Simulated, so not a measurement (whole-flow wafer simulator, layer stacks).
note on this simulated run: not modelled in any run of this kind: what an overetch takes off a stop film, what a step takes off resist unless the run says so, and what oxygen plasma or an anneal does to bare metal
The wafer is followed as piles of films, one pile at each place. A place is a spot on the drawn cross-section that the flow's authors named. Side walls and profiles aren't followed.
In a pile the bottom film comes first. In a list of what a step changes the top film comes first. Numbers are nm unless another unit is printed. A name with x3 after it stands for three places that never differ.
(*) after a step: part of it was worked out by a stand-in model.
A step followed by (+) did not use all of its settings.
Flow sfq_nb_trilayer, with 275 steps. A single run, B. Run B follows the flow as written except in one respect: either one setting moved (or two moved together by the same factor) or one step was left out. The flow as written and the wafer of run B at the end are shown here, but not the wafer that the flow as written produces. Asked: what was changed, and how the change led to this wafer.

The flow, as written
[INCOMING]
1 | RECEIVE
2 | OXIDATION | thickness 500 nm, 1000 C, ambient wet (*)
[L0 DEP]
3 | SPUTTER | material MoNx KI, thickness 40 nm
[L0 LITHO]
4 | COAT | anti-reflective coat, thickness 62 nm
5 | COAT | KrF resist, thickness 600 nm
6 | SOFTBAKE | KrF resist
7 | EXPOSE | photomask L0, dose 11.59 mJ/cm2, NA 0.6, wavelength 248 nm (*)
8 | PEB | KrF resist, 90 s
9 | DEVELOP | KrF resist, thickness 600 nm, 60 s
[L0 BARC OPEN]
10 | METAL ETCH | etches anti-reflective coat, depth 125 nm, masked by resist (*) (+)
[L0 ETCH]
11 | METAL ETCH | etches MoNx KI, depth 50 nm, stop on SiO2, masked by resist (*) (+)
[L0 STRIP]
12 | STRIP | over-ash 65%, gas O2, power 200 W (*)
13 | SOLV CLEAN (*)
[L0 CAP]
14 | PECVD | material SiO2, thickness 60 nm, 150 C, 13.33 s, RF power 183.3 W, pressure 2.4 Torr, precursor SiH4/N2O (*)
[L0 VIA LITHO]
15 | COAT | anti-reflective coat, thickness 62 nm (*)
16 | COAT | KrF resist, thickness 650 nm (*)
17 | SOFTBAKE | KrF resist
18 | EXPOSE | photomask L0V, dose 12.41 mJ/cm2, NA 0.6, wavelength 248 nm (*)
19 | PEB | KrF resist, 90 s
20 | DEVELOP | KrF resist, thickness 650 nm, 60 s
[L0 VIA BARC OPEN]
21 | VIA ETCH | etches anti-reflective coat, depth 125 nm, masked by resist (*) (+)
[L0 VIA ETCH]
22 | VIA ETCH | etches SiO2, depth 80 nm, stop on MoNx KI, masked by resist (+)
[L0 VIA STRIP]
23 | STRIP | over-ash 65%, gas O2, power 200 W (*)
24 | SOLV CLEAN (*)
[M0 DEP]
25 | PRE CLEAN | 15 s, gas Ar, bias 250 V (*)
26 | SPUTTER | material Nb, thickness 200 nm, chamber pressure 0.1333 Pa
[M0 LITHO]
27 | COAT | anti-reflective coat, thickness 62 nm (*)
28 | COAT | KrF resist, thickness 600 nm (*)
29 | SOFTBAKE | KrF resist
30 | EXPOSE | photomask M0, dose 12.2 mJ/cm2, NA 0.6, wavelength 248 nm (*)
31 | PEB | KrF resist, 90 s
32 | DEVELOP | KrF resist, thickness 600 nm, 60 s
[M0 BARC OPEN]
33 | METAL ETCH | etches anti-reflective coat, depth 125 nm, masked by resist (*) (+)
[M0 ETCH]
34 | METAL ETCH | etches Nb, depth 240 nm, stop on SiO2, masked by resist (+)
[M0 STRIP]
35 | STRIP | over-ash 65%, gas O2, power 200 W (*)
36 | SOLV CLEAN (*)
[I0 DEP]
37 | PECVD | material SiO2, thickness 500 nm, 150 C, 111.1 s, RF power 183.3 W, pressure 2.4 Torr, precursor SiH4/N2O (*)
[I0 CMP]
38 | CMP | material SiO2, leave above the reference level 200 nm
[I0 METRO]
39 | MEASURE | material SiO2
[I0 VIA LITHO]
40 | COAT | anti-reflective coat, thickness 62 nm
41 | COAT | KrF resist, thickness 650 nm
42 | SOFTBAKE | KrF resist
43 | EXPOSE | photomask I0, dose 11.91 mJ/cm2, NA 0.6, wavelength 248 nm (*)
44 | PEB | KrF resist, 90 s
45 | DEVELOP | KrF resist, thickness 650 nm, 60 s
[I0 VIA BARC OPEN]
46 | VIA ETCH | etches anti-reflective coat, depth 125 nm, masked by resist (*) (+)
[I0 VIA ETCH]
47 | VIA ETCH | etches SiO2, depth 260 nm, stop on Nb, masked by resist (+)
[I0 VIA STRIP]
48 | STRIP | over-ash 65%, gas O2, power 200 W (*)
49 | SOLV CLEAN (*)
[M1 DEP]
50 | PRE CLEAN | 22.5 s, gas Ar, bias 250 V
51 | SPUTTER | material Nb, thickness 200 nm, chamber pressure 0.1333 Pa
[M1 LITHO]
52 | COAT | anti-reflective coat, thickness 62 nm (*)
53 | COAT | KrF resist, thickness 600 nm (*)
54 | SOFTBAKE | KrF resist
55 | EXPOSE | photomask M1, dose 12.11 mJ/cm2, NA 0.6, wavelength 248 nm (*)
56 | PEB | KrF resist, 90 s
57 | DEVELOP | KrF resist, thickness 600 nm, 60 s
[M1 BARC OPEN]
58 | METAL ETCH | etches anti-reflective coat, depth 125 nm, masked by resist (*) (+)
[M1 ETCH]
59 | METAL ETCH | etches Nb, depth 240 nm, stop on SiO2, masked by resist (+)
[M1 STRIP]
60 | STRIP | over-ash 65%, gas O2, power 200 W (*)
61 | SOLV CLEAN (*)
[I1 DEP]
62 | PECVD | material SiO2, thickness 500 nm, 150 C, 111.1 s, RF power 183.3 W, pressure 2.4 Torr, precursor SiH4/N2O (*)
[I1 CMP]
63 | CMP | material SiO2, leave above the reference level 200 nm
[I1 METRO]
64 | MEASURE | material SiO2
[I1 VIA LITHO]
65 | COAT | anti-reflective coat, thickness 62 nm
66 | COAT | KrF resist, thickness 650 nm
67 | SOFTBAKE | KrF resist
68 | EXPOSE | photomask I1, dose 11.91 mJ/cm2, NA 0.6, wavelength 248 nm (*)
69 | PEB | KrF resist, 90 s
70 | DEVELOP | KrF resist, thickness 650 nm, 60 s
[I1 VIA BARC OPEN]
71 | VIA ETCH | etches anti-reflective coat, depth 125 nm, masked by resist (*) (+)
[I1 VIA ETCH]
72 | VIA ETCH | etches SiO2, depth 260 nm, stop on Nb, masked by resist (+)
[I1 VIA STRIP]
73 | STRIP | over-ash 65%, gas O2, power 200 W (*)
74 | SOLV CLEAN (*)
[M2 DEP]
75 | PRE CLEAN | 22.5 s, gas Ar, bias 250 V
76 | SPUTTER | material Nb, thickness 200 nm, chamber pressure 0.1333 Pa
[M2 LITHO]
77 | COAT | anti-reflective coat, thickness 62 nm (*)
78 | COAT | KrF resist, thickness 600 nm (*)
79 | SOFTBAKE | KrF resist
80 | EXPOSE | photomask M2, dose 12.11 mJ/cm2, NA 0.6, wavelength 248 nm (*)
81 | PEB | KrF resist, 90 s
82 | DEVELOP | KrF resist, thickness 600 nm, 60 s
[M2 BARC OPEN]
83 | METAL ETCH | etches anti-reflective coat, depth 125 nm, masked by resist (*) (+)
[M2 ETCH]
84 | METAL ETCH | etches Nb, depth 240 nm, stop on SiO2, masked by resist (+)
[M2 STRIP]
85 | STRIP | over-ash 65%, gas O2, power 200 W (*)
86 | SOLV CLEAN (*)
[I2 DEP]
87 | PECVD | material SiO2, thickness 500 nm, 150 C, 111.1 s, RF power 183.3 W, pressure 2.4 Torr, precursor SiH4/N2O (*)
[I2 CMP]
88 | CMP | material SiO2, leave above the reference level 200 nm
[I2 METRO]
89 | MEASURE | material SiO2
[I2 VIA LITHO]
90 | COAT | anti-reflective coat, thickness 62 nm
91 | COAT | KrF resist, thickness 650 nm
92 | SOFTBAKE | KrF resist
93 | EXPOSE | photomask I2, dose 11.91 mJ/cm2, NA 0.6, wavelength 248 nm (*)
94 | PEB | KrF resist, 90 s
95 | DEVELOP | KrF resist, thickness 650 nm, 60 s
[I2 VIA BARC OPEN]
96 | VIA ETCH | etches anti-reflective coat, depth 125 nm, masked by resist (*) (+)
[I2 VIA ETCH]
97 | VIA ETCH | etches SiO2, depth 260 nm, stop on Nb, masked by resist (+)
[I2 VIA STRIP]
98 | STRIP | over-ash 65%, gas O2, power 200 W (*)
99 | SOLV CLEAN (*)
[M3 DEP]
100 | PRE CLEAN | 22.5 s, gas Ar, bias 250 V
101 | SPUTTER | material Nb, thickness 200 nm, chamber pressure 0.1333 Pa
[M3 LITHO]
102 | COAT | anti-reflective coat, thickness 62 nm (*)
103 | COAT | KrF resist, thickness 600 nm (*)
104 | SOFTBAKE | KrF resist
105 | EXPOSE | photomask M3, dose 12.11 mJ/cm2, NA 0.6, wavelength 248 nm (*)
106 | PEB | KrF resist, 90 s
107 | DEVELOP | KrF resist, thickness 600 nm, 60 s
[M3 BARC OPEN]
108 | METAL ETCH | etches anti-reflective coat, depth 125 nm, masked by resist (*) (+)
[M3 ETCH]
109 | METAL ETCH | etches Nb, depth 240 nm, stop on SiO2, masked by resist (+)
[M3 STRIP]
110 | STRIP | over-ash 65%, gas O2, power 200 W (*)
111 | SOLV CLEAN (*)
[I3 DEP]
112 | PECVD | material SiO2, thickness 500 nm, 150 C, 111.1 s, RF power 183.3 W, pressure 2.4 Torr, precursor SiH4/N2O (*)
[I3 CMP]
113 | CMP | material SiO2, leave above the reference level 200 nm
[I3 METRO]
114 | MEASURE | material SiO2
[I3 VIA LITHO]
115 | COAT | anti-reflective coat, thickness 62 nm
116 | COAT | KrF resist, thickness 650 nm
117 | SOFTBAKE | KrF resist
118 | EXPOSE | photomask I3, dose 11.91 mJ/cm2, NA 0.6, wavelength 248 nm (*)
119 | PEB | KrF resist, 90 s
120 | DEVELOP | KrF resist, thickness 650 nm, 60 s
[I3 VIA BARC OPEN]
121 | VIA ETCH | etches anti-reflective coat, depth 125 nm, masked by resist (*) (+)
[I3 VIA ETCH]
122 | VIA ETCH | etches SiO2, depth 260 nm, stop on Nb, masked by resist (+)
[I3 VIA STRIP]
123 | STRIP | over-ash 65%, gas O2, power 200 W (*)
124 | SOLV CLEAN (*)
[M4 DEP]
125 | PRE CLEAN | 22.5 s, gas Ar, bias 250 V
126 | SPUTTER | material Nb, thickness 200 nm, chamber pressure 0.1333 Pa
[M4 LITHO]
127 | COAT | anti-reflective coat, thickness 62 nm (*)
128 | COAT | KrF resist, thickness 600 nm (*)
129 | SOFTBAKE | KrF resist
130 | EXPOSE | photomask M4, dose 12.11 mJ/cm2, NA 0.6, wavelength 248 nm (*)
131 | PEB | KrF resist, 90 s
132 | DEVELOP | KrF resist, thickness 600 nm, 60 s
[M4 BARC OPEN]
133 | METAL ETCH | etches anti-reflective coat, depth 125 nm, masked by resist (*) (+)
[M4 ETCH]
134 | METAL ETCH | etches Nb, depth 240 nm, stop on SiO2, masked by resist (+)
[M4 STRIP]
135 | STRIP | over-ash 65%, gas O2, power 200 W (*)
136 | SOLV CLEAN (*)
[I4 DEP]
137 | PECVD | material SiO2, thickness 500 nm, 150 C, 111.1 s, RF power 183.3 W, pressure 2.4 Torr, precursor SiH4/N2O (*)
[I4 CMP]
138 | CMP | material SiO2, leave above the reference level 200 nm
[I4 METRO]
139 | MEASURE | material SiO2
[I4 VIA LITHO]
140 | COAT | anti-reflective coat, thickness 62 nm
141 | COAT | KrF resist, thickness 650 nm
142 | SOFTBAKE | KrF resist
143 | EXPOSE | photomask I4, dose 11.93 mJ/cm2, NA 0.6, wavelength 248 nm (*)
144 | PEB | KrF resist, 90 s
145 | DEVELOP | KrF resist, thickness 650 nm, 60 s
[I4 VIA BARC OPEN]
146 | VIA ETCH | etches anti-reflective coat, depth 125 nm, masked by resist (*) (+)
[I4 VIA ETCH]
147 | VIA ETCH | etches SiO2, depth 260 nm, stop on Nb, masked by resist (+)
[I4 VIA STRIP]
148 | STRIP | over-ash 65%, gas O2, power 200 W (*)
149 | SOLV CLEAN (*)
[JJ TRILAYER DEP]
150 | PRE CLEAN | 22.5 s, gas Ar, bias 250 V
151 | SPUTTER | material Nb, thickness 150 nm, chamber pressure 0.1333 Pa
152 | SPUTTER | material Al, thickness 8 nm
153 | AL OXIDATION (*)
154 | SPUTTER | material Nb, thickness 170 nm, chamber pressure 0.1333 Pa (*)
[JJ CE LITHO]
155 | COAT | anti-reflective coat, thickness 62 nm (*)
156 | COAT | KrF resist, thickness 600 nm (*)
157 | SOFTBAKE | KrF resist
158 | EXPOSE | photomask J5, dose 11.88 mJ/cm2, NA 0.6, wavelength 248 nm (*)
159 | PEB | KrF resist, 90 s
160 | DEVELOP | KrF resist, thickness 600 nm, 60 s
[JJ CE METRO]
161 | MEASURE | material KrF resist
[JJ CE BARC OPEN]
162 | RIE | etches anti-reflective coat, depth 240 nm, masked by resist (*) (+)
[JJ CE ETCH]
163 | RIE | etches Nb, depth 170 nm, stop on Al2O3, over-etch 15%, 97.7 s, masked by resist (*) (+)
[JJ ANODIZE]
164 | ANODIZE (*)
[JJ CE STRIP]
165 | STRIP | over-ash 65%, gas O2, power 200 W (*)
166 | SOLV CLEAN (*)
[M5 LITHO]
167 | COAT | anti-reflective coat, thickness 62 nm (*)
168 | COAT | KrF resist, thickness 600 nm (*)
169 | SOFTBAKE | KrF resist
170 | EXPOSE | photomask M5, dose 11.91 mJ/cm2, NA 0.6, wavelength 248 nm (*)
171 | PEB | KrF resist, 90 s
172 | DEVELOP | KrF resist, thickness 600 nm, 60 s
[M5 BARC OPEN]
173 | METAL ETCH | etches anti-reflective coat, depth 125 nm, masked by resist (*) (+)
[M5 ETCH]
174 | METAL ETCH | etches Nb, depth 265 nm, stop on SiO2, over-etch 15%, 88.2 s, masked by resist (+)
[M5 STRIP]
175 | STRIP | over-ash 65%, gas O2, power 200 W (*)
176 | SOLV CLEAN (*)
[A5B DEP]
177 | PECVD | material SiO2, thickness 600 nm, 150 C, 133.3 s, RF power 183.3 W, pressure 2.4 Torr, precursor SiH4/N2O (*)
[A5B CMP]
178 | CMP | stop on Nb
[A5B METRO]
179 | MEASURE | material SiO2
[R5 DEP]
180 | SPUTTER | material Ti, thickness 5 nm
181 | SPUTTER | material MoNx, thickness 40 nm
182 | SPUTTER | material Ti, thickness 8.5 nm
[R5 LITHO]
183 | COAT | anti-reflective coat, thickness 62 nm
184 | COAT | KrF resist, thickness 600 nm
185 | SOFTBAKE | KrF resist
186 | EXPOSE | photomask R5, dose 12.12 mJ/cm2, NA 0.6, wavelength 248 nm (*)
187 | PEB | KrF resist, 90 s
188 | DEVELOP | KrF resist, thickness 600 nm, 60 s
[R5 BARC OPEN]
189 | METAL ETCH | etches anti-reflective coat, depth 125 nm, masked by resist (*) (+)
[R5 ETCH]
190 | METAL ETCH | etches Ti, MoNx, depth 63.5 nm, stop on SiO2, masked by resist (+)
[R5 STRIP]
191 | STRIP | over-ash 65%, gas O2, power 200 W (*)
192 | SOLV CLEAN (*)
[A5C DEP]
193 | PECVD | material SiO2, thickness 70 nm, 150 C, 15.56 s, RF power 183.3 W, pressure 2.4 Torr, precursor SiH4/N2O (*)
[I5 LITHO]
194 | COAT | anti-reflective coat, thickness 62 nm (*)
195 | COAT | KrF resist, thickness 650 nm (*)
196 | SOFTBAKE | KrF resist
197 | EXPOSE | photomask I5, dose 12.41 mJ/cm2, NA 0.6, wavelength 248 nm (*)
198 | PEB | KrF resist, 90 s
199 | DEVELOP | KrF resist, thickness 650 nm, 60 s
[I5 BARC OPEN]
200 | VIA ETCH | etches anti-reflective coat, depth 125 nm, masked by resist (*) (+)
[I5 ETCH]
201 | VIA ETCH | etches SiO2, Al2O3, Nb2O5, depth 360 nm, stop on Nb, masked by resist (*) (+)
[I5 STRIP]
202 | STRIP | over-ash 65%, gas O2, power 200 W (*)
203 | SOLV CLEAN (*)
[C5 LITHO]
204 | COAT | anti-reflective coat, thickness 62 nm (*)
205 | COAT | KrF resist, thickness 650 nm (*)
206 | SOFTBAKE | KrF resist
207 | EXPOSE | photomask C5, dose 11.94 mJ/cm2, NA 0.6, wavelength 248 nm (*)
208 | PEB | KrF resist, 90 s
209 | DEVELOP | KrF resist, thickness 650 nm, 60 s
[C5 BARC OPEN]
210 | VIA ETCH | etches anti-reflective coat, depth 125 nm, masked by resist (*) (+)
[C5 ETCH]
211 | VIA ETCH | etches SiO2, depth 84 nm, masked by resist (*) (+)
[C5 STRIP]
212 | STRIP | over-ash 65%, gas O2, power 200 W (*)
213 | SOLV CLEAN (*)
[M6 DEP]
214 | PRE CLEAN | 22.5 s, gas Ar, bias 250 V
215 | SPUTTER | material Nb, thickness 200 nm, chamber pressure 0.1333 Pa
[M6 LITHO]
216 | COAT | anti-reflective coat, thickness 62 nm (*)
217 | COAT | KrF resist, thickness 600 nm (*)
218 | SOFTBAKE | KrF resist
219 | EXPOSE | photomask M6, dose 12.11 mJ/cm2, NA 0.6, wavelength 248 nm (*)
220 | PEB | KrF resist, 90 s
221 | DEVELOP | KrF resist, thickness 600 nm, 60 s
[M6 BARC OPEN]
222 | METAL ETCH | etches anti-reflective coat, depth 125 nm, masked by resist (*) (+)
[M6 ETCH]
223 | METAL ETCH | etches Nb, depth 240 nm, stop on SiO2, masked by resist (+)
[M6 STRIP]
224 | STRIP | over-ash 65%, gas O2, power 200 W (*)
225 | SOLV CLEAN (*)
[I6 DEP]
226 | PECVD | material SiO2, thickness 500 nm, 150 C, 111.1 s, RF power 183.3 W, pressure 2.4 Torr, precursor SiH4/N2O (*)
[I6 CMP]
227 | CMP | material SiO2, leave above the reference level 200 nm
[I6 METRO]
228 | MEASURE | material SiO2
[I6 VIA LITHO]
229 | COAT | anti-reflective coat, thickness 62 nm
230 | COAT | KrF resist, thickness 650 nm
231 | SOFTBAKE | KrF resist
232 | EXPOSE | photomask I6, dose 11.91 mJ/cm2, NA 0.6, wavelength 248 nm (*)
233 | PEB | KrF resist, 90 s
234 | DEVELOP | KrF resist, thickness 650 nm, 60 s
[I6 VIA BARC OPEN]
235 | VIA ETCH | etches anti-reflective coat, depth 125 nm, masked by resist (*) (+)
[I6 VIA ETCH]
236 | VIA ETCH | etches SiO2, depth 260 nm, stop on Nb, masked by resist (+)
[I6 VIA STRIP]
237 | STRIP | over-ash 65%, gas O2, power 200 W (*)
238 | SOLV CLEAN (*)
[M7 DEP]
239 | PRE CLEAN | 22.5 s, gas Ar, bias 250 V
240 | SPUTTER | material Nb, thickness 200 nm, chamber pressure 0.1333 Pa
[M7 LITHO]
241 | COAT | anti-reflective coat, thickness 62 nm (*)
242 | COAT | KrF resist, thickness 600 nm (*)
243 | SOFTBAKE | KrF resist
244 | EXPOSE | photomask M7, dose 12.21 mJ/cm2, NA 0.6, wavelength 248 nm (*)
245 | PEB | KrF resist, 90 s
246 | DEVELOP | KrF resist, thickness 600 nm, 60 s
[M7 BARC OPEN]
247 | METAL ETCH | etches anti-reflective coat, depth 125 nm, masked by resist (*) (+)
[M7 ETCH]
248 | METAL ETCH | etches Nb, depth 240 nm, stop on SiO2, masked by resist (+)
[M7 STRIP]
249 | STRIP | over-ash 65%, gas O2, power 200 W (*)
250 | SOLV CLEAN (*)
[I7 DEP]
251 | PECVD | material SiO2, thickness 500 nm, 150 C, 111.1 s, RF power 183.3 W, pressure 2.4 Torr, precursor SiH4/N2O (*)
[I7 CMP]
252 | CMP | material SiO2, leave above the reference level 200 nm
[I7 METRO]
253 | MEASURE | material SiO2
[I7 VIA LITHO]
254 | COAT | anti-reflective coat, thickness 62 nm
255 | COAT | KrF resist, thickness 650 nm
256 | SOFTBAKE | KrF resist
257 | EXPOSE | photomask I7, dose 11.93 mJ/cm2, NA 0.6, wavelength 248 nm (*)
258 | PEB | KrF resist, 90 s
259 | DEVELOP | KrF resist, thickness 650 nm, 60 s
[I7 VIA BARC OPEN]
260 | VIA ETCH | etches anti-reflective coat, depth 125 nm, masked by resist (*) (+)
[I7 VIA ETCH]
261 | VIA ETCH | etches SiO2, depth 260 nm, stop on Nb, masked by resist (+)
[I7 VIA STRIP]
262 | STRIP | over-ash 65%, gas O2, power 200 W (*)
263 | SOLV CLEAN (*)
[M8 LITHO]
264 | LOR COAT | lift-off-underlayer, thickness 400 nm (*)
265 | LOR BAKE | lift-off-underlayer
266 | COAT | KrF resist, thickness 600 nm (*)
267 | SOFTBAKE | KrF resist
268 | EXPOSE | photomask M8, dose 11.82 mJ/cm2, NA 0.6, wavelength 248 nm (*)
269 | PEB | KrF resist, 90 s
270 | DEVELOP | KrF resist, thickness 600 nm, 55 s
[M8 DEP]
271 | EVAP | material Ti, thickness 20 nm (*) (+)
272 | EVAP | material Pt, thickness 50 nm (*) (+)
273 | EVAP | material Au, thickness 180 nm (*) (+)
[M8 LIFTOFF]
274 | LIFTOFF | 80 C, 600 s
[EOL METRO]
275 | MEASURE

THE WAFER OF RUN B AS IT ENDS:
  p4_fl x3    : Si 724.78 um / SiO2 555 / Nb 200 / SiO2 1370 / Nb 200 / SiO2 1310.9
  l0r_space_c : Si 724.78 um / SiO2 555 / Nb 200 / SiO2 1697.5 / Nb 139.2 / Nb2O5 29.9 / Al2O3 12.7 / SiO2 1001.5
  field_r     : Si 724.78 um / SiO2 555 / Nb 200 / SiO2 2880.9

The reason: step 138, CMP: leave above the reference level 135 nm was run, whereas the flow has leave above the reference level 200 nm.

Step by step, how the change led to this:
  138 | CMP | material SiO2, leave above the reference level 200 nm
      field_l, be, be_sur and 55 more: -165 SiO2 (in the flow as written it would be: -100 SiO2)
      v_sur, via_wl, via_w and 35 more: -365 SiO2 (in the flow as written it would be: -300 SiO2)
      (and at 10 other places as well)
  147 | VIA ETCH | etches SiO2, depth 260 nm, stop on Nb, masked by resist (+)
      field_l, v_sur, via_sp and 100 more: -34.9 KrF resist (in the flow as written it would be: -44.8 KrF resist)
      via_wl, via_w, via_wr: -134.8 SiO2 (all of it) (in the flow as written it would be: -199.8 SiO2 (all of it))
  151 | SPUTTER | material Nb, thickness 150 nm, chamber pressure 0.1333 Pa
      via_wl, via_w, via_wr: +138 Nb (in the flow as written it would be: +130.4 Nb)
  152 | SPUTTER | material Al, thickness 8 nm
      via_wl, via_wr: +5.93 Al (new film) (in the flow as written it would be: +5.14 Al (new film))
      via_w: +7.75 Al (new film) (in the flow as written it would be: +7.12 Al (new film))
  154 | SPUTTER | material Nb, thickness 170 nm, chamber pressure 0.1333 Pa (*)
      via_wl, via_wr: +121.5 Nb (new film) (in the flow as written it would be: +140.7 Nb (new film))
      via_w: +164.9 Nb (new film) (in the flow as written it would be: +141 Nb (new film))
  155 | COAT | anti-reflective coat, thickness 62 nm (*)
      via_wl, via_wr: +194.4 anti-reflective coat (new film) (in the flow as written it would be: +209.4 anti-reflective coat (new film))
      v_sur: +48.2 anti-reflective coat (new film) (in the flow as written it would be: +45.1 anti-reflective coat (new film))
      (and at 2 other places as well)
  156 | COAT | KrF resist, thickness 600 nm (*)
      via_wl: +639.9 KrF resist (new film) (in the flow as written it would be: +663 KrF resist (new film))
      via_w: +691.3 KrF resist (new film) (in the flow as written it would be: +763.8 KrF resist (new film))
      (and at 1 other place as well)
  160 | DEVELOP | KrF resist, thickness 600 nm, 60 s
      via_wl: -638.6 KrF resist (all of it) (in the flow as written it would be: -661.6 KrF resist (all of it))
      via_w: -689.9 KrF resist (all of it) (in the flow as written it would be: -762.1 KrF resist (all of it))
      (and at 1 other place as well)
  162 | RIE | etches anti-reflective coat, depth 240 nm, masked by resist (*) (+)
      ce_l, c5j, ce_r, wl_jj: -194.4 KrF resist (in the flow as written it would be: -209.4 KrF resist)
      via_wl, via_wr: -194.4 anti-reflective coat (all of it) (in the flow as written it would be: -209.4 anti-reflective coat (all of it))
      (and at 3 other places as well)
  163 | RIE | etches Nb, depth 170 nm, stop on Al2O3, over-etch 15%, 97.7 s, masked by resist (*) (+)
      via_w: -164.9 Nb (all of it), -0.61 Al2O3 (in the flow as written it would be: -141 Nb (all of it), -0.96 Al2O3 (all of it))
      via_wl, via_wr: -121.5 Nb (all of it), -0.96 Al2O3 (all of it) (in the flow as written it would be: -140.7 Nb (all of it), -0.96 Al2O3 (all of it))
  164 | ANODIZE (*)
      via_w: +11.8 Al2O3, +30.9 Nb2O5 (new film), -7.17 Al (all of it), -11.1 Nb (in the flow as written it would be: +10.8 Al2O3 (new film), +33.3 Nb2O5 (new film), -6.54 Al (all of it), -12 Nb)
      via_wl, via_wr: +8.83 Al2O3 (new film), +36.8 Nb2O5 (new film), -5.35 Al (all of it), -13.3 Nb (in the flow as written it would be: +7.52 Al2O3 (new film), +39.2 Nb2O5 (new film), -4.56 Al (all of it), -14.1 Nb)
  165 | STRIP | over-ash 65%, gas O2, power 200 W (*)
      c5j, ce_r: -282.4 KrF resist (all of it), -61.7 anti-reflective coat (all of it) (in the flow as written it would be: -266.9 KrF resist (all of it), -61.5 anti-reflective coat (all of it))
      ce_l: -282.3 KrF resist (all of it), -61.7 anti-reflective coat (all of it) (in the flow as written it would be: -266.8 KrF resist (all of it), -61.4 anti-reflective coat (all of it))
      (and at 1 other place as well)
  167 | COAT | anti-reflective coat, thickness 62 nm (*)
      via_wl: +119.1 anti-reflective coat (new film) (in the flow as written it would be: +170.5 anti-reflective coat (new film))
      via_w: +74.8 anti-reflective coat (new film) (in the flow as written it would be: +84.1 anti-reflective coat (new film))
      (and at 2 other places as well)
  168 | COAT | KrF resist, thickness 600 nm (*)
      via_w: +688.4 KrF resist (new film) (in the flow as written it would be: +732.6 KrF resist (new film))
  175 | STRIP | over-ash 65%, gas O2, power 200 W (*)
      v_sur: -360.2 KrF resist (all of it), -44.8 anti-reflective coat (all of it) (in the flow as written it would be: -349.2 KrF resist (all of it), -44.9 anti-reflective coat (all of it))
      via_wl: -421.4 KrF resist (all of it), -119.1 anti-reflective coat (all of it) (in the flow as written it would be: -427 KrF resist (all of it), -170.5 anti-reflective coat (all of it))
      (and at 3 other places as well)
  178 | CMP | stop on Nb
      via_wl, via_wr: -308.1 SiO2 (in the flow as written it would be: -235.7 SiO2)
      via_w: -307.6 SiO2 (in the flow as written it would be: -235.2 SiO2)
